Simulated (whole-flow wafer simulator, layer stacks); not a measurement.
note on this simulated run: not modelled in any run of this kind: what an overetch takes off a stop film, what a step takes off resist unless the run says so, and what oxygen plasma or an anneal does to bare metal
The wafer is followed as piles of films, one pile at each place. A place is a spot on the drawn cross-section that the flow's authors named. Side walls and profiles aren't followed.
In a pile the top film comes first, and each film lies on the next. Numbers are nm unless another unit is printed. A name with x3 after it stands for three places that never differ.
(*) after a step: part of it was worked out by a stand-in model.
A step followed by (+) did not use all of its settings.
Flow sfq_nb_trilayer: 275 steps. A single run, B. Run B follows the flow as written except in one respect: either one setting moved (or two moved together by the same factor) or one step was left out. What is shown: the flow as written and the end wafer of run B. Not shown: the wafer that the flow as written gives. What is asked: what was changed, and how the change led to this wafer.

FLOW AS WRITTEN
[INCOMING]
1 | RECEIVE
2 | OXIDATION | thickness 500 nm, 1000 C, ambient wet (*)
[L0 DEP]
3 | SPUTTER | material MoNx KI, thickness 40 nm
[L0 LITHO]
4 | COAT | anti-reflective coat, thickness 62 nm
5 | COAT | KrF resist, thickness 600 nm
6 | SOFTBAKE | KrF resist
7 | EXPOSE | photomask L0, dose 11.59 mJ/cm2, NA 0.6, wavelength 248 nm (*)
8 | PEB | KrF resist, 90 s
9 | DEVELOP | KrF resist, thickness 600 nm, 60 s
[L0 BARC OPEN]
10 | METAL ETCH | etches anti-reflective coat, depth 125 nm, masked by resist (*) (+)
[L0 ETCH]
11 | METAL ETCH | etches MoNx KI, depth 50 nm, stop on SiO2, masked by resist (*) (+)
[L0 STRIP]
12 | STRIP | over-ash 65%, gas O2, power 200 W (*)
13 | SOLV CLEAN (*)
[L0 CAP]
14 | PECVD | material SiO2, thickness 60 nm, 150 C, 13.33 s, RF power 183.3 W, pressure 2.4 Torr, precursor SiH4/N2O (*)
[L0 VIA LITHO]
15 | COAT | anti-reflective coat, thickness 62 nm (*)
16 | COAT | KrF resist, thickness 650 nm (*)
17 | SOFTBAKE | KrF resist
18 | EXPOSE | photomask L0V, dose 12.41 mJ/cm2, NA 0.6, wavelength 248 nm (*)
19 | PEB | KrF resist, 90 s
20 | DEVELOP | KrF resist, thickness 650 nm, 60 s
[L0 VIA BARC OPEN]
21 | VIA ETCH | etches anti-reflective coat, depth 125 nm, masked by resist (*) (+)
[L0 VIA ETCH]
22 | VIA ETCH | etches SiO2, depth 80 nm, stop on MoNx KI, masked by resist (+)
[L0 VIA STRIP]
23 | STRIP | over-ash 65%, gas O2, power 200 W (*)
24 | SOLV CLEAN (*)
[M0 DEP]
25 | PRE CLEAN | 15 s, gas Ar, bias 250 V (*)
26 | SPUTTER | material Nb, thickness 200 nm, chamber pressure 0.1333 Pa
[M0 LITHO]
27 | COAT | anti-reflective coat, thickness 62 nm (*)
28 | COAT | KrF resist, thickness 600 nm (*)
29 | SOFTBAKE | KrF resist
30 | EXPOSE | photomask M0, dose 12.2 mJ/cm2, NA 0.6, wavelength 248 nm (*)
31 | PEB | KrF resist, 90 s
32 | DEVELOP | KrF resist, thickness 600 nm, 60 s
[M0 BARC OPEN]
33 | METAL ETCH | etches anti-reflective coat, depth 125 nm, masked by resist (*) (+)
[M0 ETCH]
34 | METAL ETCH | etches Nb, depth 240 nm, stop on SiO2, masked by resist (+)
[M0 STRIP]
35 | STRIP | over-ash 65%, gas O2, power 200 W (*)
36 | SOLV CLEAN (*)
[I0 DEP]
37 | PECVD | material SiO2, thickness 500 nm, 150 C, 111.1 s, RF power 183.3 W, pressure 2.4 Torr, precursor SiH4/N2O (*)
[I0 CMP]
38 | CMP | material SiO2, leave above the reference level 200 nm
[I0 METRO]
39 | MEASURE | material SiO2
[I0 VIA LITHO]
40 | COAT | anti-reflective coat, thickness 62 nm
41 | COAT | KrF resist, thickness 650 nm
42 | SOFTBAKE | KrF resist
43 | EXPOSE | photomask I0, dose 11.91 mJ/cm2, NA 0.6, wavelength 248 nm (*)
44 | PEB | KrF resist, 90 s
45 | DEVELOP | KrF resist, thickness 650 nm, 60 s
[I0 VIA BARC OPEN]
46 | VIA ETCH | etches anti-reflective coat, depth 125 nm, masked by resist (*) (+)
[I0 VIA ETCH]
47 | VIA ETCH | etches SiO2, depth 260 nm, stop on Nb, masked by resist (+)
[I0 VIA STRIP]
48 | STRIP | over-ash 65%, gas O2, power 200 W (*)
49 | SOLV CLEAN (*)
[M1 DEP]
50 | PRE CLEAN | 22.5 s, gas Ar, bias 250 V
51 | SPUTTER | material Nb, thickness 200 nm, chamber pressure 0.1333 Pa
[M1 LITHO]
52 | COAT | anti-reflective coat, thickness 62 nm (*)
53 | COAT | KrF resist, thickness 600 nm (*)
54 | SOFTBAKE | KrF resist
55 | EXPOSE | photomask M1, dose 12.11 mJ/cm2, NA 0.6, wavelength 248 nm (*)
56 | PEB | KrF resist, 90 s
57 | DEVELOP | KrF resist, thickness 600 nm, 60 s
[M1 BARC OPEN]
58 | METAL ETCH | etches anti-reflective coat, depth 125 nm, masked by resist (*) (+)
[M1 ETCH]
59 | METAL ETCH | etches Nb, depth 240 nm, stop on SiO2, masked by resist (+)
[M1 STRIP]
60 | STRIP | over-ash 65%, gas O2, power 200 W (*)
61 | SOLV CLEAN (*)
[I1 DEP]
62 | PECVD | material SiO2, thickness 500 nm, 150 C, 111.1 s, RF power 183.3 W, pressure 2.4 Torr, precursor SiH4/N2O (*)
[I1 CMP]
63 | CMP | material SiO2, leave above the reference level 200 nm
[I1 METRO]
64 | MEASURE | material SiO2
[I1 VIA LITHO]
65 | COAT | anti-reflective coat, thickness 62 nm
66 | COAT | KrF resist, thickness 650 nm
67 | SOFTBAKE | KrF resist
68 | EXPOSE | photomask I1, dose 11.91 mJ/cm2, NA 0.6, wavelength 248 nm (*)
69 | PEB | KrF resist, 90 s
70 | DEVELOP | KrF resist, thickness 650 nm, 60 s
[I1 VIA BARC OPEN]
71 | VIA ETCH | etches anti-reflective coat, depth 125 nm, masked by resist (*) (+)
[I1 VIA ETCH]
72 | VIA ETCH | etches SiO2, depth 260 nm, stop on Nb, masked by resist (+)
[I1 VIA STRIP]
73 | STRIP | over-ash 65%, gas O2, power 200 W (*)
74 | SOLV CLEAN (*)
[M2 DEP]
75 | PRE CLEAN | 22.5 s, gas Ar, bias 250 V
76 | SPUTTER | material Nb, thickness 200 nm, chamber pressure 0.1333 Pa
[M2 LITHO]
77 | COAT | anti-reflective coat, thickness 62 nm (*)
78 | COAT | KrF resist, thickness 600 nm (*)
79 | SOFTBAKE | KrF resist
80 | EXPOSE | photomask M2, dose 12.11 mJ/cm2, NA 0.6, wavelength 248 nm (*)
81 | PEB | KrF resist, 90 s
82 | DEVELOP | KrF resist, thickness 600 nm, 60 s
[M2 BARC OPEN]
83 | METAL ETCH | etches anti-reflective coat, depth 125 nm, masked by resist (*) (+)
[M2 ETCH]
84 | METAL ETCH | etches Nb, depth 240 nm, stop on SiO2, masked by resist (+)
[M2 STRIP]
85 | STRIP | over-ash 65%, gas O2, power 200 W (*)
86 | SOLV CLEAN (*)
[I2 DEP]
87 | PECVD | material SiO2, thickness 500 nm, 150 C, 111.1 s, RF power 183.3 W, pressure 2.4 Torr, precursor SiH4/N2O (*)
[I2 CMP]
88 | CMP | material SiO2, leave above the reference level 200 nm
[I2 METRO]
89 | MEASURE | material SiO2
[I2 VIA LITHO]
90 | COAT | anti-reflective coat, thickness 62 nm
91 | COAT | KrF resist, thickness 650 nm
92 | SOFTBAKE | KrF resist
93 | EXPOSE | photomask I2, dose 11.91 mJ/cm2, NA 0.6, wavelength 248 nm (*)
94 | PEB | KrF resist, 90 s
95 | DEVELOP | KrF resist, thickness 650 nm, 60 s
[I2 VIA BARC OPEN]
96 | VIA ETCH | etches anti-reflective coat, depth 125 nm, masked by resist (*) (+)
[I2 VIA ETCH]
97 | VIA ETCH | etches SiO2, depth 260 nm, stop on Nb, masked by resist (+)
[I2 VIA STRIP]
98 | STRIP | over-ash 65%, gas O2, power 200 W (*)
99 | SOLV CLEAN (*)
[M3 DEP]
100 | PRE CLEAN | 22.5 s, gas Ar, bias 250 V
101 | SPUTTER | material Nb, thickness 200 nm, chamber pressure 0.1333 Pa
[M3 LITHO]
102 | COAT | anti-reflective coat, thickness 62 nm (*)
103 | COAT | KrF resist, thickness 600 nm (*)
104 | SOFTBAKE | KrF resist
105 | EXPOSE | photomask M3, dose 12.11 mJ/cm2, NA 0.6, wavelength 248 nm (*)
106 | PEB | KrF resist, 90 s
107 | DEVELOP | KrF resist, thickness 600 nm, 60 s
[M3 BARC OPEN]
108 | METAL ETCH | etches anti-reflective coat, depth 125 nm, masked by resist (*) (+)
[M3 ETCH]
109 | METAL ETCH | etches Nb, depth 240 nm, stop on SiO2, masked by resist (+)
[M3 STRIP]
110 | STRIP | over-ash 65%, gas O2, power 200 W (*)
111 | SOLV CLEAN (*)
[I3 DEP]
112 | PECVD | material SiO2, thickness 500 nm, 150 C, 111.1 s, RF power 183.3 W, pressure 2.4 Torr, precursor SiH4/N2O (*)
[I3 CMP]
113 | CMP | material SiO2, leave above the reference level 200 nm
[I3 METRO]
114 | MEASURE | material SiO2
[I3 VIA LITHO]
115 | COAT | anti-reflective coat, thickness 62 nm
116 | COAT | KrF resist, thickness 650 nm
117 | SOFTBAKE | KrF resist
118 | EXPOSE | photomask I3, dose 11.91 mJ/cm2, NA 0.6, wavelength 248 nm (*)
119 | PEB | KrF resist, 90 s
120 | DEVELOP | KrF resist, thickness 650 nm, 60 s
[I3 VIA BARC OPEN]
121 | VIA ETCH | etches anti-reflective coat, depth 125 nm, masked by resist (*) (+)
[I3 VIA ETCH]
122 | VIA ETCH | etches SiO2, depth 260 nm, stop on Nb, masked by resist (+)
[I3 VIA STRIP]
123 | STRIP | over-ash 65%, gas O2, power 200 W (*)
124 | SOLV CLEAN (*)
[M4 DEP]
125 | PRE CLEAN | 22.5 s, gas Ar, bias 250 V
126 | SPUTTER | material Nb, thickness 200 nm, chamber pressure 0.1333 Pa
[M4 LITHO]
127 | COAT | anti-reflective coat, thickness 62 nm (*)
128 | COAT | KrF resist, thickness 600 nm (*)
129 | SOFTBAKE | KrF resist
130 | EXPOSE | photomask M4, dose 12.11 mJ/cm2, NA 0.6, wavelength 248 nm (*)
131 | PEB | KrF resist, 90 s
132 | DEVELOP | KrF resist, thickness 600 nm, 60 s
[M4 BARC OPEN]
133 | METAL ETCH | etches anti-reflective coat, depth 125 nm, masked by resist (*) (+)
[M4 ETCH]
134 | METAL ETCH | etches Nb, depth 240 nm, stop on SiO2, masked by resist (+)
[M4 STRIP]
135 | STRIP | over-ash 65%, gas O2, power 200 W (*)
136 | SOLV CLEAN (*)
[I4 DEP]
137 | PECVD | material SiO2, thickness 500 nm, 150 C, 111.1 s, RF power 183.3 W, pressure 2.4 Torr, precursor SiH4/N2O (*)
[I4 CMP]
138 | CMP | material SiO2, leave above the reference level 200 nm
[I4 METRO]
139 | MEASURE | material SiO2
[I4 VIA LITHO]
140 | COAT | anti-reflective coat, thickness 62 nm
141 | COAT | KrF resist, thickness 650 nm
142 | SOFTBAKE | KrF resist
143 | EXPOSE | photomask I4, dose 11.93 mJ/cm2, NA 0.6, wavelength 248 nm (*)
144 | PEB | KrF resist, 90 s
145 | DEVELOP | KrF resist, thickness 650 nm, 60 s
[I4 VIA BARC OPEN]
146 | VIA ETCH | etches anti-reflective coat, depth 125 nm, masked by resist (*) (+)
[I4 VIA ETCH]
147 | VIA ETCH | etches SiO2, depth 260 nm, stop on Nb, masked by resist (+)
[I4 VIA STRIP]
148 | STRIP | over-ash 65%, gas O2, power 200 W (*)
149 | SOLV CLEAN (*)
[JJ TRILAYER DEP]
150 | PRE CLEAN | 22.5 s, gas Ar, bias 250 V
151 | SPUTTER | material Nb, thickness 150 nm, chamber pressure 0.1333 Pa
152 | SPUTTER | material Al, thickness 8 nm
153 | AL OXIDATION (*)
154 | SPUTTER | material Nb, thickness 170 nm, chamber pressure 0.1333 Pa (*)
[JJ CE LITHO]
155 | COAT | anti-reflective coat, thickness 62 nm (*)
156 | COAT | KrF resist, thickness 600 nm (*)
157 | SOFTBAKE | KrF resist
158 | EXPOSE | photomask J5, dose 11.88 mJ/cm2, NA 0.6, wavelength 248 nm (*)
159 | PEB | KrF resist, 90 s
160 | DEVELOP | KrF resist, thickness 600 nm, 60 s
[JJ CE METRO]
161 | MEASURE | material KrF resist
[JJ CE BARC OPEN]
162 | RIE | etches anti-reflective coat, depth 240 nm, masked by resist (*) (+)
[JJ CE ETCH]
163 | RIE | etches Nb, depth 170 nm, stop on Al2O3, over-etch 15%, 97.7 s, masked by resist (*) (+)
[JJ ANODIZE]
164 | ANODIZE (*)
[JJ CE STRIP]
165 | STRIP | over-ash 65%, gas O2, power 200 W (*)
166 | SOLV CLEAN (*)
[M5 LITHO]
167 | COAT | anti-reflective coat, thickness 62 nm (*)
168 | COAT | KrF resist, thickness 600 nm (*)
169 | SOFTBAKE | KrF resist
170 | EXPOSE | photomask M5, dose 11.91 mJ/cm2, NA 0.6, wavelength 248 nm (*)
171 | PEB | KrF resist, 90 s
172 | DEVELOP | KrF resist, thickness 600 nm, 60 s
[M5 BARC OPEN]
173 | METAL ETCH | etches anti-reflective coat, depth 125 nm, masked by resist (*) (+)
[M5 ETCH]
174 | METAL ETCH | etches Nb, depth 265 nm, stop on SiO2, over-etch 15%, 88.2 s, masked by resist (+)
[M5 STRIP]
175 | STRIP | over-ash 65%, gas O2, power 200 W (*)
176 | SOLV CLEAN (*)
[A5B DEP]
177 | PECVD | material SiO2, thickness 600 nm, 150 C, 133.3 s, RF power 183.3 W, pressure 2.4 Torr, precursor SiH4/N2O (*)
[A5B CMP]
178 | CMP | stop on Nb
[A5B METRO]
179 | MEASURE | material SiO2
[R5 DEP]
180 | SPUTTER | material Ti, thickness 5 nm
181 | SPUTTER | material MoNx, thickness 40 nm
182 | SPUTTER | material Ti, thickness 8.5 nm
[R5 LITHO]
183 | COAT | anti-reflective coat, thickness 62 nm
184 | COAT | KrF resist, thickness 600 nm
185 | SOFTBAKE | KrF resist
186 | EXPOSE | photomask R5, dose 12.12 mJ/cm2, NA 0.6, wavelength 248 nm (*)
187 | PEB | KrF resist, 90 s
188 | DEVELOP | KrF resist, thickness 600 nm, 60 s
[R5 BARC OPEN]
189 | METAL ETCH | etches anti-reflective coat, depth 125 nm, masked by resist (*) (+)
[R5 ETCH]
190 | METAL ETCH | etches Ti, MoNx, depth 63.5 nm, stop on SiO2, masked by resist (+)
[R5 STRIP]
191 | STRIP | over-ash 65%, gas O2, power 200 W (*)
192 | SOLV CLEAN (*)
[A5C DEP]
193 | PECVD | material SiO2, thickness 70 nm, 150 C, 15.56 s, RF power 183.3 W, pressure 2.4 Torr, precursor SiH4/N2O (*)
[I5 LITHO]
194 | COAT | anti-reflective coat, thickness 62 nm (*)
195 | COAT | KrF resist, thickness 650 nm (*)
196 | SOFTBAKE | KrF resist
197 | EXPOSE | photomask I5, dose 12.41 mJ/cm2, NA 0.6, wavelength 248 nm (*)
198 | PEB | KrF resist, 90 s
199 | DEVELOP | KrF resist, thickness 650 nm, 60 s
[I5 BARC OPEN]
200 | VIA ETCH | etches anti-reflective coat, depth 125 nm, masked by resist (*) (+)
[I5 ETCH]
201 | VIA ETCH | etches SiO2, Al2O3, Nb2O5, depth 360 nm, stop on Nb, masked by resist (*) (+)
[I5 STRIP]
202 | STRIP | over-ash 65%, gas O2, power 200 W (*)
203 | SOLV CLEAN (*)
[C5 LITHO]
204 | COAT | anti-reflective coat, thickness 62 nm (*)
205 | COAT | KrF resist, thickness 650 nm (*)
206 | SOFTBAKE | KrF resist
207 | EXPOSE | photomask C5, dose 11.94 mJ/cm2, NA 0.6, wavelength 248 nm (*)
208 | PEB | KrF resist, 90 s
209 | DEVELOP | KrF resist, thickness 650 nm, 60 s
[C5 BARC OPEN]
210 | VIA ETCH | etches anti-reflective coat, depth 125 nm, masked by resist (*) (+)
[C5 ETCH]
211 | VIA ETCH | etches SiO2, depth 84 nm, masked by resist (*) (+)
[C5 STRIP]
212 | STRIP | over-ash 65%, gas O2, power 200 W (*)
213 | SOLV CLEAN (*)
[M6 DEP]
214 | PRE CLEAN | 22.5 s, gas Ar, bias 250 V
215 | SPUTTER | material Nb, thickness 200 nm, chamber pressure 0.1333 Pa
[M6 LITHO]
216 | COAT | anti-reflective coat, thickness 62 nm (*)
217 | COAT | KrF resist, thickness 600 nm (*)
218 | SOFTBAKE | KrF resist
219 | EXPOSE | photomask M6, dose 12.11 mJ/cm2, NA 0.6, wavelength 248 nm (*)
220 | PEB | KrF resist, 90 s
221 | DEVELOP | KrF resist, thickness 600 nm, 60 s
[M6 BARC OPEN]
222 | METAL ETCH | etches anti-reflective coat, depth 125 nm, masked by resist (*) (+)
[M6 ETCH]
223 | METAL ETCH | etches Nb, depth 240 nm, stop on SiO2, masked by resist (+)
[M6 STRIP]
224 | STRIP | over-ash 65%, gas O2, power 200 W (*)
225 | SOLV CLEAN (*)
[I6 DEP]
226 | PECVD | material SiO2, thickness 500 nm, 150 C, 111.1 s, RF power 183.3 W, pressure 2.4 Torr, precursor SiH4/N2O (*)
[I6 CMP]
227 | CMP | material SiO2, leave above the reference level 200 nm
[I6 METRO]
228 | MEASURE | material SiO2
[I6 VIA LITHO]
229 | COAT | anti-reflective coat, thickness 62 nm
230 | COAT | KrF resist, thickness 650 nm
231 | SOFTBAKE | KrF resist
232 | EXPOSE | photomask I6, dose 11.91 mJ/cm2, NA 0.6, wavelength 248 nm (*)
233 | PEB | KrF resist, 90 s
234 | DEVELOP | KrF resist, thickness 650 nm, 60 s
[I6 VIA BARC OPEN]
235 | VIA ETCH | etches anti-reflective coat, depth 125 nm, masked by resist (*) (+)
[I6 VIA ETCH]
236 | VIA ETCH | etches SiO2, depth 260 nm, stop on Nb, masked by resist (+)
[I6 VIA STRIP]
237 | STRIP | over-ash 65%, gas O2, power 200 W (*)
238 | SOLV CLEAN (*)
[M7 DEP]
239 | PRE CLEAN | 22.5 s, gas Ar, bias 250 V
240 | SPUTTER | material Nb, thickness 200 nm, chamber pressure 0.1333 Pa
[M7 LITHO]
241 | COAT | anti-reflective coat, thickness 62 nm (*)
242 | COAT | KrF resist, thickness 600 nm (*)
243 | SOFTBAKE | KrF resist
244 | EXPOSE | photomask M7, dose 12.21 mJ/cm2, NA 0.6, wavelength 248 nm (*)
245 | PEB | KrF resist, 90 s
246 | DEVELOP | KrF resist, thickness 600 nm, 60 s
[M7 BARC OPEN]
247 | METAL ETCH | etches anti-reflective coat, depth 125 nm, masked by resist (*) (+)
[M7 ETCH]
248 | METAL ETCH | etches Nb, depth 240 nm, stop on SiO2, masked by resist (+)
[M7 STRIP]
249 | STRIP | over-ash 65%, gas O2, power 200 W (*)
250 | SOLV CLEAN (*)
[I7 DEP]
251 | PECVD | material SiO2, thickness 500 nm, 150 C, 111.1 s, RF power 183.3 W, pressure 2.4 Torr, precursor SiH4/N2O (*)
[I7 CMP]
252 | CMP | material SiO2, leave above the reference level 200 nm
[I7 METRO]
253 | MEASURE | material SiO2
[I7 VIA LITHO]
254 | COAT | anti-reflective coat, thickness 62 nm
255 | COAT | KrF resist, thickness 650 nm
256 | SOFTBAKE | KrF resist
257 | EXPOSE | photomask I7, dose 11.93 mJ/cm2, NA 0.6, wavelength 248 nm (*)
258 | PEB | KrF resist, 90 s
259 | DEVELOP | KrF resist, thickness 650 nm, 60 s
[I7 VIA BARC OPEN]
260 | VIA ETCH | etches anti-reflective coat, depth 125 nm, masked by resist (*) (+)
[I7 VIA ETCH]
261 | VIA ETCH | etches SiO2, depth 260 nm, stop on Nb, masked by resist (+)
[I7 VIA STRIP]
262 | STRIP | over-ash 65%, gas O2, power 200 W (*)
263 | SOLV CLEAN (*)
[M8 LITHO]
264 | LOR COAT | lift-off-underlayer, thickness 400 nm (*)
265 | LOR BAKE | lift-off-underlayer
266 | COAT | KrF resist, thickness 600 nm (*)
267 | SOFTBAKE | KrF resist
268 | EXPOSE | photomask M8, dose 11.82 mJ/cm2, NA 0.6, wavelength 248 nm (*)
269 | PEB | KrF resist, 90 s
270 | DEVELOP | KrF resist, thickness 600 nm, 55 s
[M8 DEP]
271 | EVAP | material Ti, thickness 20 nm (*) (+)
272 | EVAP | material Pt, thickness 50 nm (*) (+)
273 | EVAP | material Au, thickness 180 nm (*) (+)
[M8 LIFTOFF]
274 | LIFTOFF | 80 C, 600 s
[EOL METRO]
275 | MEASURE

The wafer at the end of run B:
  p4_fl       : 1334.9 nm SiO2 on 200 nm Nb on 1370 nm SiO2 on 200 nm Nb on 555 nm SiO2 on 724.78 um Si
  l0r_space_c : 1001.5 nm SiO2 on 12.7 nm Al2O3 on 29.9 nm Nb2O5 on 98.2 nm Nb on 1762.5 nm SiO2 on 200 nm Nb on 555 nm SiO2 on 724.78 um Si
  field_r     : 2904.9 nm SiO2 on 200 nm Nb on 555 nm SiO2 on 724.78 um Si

The reason: step 151, SPUTTER: thickness 109 nm was run, though the flow has thickness 150 nm.

The path from the change to this, step by step:
  151 | SPUTTER | material Nb, thickness 150 nm, chamber pressure 0.1333 Pa
      field_l, v_sur, via_sp and 100 more: +109 Nb (new film) (in the flow as written it would be: +150 Nb (new film))
      via_wl, via_wr: +78.5 Nb (in the flow as written it would be: +130.4 Nb)
      (as well as at 1 more place)
  154 | SPUTTER | material Nb, thickness 170 nm, chamber pressure 0.1333 Pa (*)
      via_w: +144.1 Nb (new film) (in the flow as written it would be: +141 Nb (new film))
  155 | COAT | anti-reflective coat, thickness 62 nm (*)
      via_wl, via_wr: +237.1 anti-reflective coat (new film) (in the flow as written it would be: +209.4 anti-reflective coat (new film))
      via_w: +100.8 anti-reflective coat (new film) (in the flow as written it would be: +97.4 anti-reflective coat (new film))
  162 | RIE | etches anti-reflective coat, depth 240 nm, masked by resist (*) (+)
      ce_l, c5j, ce_r, wl_jj: -237.1 KrF resist (in the flow as written it would be: -209.4 KrF resist)
      via_wl, via_wr: -237.1 anti-reflective coat (all of it) (in the flow as written it would be: -209.4 anti-reflective coat (all of it))
      (as well as at 1 more place)
  163 | RIE | etches Nb, depth 170 nm, stop on Al2O3, over-etch 15%, 97.7 s, masked by resist (*) (+)
      via_w: -144.1 Nb (all of it), -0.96 Al2O3 (all of it) (in the flow as written it would be: -141 Nb (all of it), -0.96 Al2O3 (all of it))
  165 | STRIP | over-ash 65%, gas O2, power 200 W (*)
      ce_l: -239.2 KrF resist (all of it), -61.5 anti-reflective coat (all of it) (in the flow as written it would be: -266.8 KrF resist (all of it), -61.4 anti-reflective coat (all of it))
      c5j: -239.2 KrF resist (all of it), -61.5 anti-reflective coat (all of it) (in the flow as written it would be: -266.9 KrF resist (all of it), -61.5 anti-reflective coat (all of it))
      (as well as at 2 more places)
  167 | COAT | anti-reflective coat, thickness 62 nm (*)
      via_wl: +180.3 anti-reflective coat (new film) (in the flow as written it would be: +170.5 anti-reflective coat (new film))
      via_w: +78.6 anti-reflective coat (new film) (in the flow as written it would be: +84.1 anti-reflective coat (new film))
      (as well as at 3 more places)
  174 | METAL ETCH | etches Nb, depth 265 nm, stop on SiO2, over-etch 15%, 88.2 s, masked by resist (+)
      field_l, r_sur, res and 50 more: -12.6 Al2O3 (all of it), -29.9 Nb2O5 (all of it), -98.2 Nb (all of it), -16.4 SiO2 (in the flow as written it would be: -12.6 Al2O3 (all of it), -29.9 Nb2O5 (all of it), -139.2 Nb (all of it), -12.3 SiO2)
  175 | STRIP | over-ash 65%, gas O2, power 200 W (*)
      via_wl: -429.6 KrF resist (all of it), -180.3 anti-reflective coat (all of it) (in the flow as written it would be: -427 KrF resist (all of it), -170.5 anti-reflective coat (all of it))
      via_w: -498.2 KrF resist (all of it), -78.6 anti-reflective coat (all of it) (in the flow as written it would be: -503.5 KrF resist (all of it), -84.1 anti-reflective coat (all of it))
      (as well as at 3 more places)
  177 | PECVD | material SiO2, thickness 600 nm, 150 C, 133.3 s, RF power 183.3 W, pressure 2.4 Torr, precursor SiH4/N2O (*)
      via_wl, via_wr: +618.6 SiO2 (new film) (in the flow as written it would be: +600 SiO2 (new film))
  178 | CMP | stop on Nb
      field_l, p4_fl, p4_fm and 39 more: -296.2 SiO2 (in the flow as written it would be: -259.3 SiO2)
      r_sur, res, r_end, moat, field_r, lsp_l: -296.2 SiO2 (in the flow as written it would be: -252.3 SiO2)
      (as well as at 8 more places)
